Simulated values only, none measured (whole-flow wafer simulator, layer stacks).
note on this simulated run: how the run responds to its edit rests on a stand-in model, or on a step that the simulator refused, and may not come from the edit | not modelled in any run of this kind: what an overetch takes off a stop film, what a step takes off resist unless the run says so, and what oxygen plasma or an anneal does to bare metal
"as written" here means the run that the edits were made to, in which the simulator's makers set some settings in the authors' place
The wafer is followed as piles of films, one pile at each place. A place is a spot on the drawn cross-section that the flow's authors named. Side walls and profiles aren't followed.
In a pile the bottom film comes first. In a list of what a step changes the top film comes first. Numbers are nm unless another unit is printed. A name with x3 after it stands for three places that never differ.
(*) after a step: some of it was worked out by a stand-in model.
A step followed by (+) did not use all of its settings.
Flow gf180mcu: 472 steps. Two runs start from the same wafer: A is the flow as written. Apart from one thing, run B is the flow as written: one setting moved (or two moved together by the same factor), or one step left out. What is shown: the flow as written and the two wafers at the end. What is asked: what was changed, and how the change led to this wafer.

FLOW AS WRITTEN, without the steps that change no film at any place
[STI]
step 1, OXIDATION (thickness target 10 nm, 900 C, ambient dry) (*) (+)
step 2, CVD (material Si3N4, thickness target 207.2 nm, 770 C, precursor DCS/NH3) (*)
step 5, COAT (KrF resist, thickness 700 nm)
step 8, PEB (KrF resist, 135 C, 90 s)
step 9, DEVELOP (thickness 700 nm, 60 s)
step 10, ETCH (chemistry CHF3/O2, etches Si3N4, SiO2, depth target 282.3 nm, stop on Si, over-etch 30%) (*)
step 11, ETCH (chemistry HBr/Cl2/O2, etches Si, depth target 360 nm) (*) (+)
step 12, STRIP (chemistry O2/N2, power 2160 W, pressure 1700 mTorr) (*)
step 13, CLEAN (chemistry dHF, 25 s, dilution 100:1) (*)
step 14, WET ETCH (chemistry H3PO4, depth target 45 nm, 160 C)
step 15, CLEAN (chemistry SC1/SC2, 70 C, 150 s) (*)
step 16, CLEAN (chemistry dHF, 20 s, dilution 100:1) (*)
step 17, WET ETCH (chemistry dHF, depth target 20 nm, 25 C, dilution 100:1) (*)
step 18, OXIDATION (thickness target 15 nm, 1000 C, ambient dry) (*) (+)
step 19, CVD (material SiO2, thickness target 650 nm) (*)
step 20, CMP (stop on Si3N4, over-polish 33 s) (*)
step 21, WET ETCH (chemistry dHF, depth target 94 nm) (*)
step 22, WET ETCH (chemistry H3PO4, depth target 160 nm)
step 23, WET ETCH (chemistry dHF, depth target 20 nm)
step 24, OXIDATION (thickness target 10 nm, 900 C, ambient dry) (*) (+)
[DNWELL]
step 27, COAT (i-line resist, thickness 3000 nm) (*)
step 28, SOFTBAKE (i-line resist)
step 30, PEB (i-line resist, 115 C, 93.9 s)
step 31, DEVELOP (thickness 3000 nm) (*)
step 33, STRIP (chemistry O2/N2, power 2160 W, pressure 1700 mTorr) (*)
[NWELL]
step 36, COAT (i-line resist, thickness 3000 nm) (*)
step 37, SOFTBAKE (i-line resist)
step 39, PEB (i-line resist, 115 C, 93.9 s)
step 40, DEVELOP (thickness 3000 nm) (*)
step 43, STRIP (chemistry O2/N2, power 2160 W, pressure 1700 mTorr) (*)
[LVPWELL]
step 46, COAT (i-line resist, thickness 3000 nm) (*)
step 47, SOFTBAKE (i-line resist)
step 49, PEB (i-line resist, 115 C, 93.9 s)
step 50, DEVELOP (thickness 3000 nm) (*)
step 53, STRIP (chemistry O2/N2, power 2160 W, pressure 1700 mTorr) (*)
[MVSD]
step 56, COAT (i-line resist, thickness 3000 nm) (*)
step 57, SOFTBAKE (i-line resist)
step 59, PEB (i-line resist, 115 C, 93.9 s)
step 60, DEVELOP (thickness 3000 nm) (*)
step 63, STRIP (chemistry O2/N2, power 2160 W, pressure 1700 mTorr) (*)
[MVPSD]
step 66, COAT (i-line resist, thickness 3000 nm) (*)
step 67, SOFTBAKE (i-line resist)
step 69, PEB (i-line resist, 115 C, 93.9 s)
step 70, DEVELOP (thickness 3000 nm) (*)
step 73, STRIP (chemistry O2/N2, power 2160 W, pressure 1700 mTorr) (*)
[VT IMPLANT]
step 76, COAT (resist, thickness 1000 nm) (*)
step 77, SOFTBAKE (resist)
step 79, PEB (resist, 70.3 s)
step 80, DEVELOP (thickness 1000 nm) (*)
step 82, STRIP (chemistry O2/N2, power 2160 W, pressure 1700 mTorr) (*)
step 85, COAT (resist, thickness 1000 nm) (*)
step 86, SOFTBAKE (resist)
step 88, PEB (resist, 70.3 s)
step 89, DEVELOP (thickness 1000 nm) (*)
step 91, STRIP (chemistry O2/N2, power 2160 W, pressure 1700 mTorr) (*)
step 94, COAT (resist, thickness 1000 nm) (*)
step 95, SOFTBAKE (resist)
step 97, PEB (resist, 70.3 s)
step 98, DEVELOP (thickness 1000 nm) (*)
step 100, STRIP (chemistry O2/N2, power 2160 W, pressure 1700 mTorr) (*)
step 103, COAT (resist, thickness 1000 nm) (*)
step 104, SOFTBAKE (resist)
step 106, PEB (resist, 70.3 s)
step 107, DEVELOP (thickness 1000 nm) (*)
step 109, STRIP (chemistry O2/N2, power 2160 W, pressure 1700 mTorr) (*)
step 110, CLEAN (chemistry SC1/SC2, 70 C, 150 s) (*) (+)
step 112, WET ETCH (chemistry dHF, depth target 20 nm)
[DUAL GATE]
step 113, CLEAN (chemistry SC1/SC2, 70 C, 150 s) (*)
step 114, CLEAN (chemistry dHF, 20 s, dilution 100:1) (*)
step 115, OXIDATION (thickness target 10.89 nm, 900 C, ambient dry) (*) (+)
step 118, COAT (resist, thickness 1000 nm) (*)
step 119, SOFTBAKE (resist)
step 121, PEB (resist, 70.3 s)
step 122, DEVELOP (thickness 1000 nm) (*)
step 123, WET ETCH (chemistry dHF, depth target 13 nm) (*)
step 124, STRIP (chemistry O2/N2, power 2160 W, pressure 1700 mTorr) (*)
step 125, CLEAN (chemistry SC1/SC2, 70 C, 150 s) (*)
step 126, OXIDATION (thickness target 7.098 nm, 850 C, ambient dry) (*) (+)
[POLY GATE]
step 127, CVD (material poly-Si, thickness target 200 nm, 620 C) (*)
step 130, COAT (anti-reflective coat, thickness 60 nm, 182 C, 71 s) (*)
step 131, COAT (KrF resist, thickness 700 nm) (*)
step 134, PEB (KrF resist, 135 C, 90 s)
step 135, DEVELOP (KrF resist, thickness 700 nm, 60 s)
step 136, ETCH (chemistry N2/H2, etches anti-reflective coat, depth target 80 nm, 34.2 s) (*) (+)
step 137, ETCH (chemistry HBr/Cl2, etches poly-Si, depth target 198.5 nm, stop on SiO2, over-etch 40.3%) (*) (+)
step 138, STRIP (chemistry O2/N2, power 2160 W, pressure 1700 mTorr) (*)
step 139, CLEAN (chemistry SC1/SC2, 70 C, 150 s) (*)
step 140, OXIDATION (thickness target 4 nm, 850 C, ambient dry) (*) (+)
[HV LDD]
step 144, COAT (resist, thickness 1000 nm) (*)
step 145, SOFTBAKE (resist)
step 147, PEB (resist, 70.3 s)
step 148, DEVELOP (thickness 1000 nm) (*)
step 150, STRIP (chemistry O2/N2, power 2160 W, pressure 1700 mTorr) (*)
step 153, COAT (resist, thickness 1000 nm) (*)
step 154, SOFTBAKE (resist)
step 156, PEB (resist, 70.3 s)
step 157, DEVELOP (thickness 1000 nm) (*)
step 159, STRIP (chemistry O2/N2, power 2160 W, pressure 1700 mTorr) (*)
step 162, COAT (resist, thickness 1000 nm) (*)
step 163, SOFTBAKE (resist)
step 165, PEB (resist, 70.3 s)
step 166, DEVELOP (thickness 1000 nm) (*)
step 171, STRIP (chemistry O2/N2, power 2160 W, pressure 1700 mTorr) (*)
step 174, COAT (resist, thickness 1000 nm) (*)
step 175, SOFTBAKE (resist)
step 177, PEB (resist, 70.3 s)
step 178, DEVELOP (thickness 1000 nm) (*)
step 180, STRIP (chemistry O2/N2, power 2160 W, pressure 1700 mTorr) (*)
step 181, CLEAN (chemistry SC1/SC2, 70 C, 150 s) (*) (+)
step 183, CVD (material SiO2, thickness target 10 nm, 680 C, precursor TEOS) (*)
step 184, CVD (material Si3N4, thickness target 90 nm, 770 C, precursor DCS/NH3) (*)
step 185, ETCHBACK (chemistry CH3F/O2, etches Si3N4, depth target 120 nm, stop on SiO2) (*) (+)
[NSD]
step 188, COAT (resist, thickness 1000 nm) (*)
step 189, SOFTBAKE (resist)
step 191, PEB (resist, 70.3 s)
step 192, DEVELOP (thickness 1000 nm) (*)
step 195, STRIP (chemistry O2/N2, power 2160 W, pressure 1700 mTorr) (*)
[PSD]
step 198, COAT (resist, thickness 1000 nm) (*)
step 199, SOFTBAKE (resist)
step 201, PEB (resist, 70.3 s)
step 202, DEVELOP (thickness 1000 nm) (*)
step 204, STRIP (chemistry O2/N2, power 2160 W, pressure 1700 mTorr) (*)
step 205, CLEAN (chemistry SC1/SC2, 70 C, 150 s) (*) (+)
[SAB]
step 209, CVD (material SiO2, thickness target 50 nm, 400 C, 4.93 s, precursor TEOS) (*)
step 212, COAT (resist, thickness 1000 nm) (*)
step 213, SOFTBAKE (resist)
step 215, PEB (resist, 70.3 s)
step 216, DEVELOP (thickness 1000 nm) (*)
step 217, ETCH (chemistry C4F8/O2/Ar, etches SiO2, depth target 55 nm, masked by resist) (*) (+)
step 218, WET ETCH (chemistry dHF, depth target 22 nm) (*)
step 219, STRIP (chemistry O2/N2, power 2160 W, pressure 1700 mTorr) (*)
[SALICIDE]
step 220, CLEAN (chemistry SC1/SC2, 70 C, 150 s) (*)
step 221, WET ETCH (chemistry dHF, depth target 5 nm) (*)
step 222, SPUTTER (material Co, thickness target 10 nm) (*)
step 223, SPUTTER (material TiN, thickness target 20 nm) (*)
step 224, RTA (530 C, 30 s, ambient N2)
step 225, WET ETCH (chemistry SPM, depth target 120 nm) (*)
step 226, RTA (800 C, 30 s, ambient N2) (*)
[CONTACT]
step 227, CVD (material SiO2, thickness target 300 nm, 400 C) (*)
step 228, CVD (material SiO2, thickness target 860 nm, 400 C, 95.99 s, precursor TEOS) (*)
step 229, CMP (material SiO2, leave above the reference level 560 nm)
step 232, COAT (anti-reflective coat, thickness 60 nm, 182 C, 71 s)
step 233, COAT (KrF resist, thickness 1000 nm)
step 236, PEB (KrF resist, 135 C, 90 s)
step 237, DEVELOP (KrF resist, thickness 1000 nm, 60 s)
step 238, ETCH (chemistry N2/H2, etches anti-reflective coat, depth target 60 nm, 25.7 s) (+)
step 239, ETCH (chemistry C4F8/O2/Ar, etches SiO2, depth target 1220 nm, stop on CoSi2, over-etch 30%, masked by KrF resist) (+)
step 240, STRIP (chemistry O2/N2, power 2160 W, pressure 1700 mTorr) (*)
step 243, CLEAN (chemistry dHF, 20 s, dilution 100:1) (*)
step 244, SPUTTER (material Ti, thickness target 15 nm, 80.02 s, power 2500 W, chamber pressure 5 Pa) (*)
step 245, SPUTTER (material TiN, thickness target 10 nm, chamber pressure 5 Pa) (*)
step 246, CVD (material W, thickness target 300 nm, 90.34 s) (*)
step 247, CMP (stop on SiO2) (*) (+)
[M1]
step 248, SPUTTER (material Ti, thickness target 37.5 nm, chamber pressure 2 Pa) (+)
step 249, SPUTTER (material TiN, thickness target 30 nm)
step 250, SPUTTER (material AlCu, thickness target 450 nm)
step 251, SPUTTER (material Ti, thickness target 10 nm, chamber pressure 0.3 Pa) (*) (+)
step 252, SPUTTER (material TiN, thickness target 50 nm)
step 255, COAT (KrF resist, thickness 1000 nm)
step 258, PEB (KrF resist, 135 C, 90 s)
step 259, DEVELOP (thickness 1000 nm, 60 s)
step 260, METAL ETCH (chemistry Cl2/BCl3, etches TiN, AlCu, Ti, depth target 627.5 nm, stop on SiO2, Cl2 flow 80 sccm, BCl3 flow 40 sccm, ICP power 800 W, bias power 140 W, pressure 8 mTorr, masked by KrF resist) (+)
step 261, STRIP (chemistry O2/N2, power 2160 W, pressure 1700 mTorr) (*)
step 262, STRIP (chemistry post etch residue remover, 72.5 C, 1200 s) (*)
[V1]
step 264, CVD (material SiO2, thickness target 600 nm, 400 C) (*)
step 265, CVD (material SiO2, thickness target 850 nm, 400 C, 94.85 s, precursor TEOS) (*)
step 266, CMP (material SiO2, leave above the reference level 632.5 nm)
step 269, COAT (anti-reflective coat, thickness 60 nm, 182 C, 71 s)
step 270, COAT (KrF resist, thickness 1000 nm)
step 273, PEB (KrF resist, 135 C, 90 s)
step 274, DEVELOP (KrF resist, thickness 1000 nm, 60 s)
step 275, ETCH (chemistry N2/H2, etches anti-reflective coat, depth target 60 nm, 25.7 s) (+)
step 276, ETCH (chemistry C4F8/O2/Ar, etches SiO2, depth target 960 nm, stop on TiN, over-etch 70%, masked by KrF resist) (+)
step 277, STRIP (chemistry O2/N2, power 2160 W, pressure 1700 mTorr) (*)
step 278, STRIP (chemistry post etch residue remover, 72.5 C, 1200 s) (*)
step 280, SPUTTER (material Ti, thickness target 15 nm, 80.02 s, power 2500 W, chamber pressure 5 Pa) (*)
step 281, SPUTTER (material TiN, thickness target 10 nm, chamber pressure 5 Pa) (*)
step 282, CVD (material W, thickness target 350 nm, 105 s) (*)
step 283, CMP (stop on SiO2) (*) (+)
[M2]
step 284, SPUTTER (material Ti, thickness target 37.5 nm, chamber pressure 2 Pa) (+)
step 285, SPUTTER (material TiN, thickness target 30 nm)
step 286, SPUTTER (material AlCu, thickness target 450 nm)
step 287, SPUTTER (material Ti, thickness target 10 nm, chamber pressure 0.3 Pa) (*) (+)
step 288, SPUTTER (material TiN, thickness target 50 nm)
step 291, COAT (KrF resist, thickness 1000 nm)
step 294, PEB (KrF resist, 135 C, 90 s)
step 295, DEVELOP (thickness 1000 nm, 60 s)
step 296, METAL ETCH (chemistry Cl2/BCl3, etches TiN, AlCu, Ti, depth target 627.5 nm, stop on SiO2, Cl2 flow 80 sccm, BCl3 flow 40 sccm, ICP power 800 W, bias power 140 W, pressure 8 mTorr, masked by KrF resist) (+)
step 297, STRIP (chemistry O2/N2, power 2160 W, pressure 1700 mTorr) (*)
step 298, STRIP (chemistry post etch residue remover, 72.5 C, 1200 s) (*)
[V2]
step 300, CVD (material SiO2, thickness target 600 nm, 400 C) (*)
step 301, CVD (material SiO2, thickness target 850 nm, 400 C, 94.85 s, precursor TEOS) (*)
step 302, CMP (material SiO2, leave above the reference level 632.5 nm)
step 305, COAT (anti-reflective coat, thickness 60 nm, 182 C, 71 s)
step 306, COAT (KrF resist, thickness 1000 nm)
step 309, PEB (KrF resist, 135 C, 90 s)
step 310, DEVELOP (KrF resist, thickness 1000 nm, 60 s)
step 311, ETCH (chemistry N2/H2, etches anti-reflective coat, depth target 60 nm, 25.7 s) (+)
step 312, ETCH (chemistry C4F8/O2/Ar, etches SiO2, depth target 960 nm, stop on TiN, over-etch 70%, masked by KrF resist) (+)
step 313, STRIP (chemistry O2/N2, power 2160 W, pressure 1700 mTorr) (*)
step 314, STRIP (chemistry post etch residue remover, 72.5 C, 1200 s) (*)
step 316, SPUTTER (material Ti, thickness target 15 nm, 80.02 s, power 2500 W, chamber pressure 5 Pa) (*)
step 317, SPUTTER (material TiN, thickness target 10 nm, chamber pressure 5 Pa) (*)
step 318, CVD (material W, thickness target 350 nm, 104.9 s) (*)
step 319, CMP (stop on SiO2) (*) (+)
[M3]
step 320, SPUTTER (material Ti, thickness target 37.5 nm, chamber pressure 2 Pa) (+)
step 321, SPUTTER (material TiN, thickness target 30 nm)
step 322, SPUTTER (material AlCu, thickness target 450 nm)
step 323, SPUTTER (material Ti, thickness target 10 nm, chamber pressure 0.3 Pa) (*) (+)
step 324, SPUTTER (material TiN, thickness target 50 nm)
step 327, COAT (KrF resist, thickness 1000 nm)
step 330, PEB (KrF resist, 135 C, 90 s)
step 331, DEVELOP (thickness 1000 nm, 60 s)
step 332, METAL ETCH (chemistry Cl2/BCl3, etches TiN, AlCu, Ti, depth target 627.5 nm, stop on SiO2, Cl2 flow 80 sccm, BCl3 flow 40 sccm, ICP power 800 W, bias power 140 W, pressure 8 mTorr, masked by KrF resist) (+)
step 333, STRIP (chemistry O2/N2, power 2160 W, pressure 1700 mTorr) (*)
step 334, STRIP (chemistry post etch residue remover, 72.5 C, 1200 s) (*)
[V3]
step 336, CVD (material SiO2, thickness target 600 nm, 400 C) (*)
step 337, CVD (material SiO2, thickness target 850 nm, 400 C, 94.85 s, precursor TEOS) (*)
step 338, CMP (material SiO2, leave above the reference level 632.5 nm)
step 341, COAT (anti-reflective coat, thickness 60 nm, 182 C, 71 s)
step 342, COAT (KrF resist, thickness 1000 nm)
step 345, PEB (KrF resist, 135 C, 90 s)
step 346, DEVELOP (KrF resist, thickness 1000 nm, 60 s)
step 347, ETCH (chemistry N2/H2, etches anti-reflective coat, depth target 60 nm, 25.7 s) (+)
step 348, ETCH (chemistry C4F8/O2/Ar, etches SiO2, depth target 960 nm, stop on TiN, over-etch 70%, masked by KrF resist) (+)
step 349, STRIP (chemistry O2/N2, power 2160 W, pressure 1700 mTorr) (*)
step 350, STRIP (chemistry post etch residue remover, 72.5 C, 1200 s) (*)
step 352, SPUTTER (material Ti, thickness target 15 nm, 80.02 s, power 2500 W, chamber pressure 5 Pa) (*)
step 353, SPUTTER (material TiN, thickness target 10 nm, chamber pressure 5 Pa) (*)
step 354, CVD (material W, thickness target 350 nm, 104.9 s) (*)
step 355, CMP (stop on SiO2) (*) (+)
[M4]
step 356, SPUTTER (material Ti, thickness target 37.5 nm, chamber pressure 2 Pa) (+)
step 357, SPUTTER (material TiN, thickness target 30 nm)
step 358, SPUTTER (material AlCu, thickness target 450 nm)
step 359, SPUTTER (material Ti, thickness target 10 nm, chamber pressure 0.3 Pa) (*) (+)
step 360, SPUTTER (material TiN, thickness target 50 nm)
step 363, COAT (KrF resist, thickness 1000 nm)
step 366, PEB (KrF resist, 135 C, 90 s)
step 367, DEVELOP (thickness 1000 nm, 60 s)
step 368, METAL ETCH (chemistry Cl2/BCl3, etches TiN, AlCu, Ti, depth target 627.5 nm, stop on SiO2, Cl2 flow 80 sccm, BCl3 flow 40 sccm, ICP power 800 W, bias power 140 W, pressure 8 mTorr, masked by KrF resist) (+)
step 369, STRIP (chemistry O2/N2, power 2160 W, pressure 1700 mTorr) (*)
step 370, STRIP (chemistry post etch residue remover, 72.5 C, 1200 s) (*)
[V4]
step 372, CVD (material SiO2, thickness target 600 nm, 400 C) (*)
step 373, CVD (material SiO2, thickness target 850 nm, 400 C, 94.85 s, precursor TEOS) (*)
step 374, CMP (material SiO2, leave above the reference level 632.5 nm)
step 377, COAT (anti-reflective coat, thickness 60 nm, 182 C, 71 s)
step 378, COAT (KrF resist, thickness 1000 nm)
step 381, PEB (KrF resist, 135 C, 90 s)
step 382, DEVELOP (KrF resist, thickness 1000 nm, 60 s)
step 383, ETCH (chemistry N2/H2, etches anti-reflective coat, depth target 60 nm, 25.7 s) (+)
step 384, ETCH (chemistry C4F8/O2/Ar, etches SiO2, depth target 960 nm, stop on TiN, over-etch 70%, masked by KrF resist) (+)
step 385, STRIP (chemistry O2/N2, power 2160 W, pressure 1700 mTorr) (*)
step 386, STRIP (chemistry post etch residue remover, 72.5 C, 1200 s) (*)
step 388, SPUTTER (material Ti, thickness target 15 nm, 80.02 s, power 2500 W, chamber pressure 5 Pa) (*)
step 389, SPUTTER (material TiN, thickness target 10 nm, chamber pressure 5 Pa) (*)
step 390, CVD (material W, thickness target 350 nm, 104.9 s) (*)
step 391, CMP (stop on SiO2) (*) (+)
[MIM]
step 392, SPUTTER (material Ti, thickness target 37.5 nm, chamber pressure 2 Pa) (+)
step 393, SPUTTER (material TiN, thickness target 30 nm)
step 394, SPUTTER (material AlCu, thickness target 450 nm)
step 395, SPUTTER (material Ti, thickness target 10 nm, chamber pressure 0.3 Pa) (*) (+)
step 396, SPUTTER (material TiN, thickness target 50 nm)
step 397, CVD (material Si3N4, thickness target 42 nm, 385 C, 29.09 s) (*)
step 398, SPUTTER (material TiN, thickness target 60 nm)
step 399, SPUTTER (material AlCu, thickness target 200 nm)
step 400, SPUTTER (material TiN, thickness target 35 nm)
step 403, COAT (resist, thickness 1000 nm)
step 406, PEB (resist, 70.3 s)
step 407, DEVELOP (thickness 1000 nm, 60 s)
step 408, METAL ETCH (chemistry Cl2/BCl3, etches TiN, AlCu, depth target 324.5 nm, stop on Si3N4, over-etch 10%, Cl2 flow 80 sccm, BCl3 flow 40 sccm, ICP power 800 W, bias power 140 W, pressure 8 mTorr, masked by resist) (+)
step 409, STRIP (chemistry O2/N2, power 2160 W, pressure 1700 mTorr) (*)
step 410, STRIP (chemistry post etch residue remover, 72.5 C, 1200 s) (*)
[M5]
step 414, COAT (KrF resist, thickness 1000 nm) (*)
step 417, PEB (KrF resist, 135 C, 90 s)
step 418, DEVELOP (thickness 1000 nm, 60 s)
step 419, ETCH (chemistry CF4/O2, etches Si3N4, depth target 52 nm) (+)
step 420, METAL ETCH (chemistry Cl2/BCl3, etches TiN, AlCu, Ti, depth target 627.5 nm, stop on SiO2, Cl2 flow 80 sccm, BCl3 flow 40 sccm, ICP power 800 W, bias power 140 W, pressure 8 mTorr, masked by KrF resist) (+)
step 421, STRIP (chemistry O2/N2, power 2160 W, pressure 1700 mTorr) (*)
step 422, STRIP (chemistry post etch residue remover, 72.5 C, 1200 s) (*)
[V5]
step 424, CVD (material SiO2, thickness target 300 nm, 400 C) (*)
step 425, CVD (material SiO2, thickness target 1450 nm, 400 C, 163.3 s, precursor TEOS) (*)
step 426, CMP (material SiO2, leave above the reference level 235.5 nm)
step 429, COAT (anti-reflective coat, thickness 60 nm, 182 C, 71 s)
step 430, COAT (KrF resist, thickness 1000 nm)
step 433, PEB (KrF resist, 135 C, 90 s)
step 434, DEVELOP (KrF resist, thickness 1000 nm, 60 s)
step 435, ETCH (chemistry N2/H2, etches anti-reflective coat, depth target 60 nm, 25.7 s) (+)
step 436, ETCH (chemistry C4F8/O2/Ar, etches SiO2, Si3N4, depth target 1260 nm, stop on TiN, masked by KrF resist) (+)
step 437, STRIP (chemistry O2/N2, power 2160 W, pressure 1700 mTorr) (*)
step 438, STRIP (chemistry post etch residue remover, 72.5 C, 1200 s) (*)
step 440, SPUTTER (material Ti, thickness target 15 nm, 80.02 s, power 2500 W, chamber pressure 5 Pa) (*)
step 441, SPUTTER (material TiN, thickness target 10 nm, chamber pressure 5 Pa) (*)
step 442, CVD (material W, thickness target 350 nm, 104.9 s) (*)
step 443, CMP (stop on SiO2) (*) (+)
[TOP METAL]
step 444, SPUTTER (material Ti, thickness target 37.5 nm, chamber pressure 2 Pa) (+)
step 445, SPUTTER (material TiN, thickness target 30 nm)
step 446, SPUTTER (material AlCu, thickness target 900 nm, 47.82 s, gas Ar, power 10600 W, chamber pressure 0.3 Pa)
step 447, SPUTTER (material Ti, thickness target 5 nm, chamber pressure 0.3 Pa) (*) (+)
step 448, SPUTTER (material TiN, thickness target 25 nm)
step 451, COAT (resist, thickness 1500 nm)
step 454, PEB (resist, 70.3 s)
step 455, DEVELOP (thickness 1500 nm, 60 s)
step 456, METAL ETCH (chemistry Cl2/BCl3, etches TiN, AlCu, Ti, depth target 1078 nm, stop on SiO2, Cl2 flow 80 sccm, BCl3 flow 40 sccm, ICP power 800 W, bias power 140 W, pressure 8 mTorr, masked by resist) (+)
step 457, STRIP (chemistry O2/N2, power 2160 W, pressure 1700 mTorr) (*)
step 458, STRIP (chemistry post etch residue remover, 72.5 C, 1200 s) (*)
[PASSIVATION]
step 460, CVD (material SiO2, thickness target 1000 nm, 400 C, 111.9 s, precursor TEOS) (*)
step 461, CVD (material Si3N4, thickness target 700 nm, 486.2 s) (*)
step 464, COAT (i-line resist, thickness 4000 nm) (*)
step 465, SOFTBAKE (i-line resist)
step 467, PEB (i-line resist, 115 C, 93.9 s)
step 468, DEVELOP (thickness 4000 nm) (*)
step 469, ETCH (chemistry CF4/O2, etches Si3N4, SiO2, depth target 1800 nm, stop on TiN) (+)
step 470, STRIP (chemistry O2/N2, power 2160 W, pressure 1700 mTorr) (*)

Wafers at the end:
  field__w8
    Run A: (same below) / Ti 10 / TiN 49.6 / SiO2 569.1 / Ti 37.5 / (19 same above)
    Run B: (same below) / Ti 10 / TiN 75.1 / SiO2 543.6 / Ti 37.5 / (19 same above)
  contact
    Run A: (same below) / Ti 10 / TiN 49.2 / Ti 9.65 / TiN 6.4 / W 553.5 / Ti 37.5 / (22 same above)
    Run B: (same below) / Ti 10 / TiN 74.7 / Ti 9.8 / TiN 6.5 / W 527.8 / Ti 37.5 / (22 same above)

The reason: step 324, SPUTTER: thickness target 75.5 nm was run, though the flow has thickness target 50 nm.

How this came from the change, step by step:
  step 324, SPUTTER (material TiN, thickness target 50 nm)
      field, field__w1, field__w2 and 108 more: A TiN gains 50 (new film) | B TiN gains 75.5 (new film)
  step 332, METAL ETCH (chemistry Cl2/BCl3, etches TiN, AlCu, Ti, depth target 627.5 nm, stop on SiO2, Cl2 flow 80 sccm, BCl3 flow 40 sccm, ICP power 800 W, bias power 140 W, pressure 8 mTorr, masked by KrF resist) (+)
      field, field__w1, field__w2 and 103 more: A TiN loses 50 (all of it), Ti loses 10 (all of it), AlCu loses 450 (all of it), TiN loses 30 (all of it), Ti loses 37.5 (all of it) | B TiN loses 75.5 (all of it), Ti loses 10 (all of it), AlCu loses 450 (all of it), TiN loses 30 (all of it), Ti loses 37.5 (all of it)
  step 338, CMP (material SiO2, leave above the reference level 632.5 nm)
      field__w8, contact, m1, m1__w1, m1_nw: A SiO2 loses 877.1 | B SiO2 loses 902.6
  step 348, ETCH (chemistry C4F8/O2/Ar, etches SiO2, depth target 960 nm, stop on TiN, over-etch 70%, masked by KrF resist) (+)
      field, field__w1, field__w2 and 107 more: A KrF resist loses 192 | B KrF resist loses 186
      contact: A SiO2 loses 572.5 (all of it) | B SiO2 loses 547 (all of it)
  step 354, CVD (material W, thickness target 350 nm, 104.9 s) (*)
      contact: A W gains 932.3 (new film) | B W gains 906.5 (new film)
